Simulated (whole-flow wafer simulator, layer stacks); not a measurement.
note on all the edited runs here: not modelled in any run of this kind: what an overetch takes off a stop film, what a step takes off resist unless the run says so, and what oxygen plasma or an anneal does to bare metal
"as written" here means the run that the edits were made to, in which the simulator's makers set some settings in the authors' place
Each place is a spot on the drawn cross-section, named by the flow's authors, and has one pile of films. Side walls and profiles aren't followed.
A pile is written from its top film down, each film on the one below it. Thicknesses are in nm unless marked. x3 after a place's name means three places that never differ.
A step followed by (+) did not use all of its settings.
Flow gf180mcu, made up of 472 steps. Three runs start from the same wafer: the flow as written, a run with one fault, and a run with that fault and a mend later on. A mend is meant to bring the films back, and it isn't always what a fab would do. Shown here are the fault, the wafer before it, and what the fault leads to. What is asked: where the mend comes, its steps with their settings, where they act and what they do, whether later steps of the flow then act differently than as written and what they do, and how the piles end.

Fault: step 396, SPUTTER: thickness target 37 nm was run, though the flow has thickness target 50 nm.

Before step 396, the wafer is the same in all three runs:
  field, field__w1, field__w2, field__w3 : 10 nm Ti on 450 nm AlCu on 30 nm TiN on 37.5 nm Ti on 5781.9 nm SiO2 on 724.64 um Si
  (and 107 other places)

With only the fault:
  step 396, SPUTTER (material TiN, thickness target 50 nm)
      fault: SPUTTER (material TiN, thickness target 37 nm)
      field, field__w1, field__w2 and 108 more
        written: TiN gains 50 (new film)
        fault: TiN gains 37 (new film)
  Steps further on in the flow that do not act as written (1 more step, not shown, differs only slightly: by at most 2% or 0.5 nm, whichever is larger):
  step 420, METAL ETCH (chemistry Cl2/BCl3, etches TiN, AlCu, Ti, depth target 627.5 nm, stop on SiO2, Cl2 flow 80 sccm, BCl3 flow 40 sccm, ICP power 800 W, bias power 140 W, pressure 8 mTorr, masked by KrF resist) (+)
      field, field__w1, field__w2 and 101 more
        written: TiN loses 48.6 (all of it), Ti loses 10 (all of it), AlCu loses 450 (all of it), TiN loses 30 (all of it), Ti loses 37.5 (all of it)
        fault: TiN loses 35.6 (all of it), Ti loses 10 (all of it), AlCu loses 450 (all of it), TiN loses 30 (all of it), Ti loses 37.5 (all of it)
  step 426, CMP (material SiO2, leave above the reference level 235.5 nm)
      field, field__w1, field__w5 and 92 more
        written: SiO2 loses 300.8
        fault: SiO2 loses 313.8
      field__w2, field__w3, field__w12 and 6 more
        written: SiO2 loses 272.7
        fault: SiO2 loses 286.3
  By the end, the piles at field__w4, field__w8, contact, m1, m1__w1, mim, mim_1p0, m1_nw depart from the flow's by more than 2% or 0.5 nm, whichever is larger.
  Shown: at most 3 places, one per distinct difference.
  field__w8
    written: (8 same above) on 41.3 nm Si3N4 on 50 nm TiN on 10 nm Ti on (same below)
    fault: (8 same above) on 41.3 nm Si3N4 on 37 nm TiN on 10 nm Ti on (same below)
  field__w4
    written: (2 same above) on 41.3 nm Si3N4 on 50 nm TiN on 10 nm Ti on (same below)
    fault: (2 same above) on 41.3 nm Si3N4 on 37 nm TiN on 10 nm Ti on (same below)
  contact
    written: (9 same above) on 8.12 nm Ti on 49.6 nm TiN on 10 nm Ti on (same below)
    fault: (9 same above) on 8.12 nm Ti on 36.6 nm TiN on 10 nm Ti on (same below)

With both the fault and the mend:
  The mend follows step 396.
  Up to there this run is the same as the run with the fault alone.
  step 396a, SPUTTER (material TiN, thickness target 13 nm) (the flow's step 396, run once more with other settings)
      field, field__w1, field__w2 and 108 more
        TiN gains 13
  None of the later steps of the flow acts differently than as written at any place that is followed.
  The piles end the same as the flow's at every place that both follow.
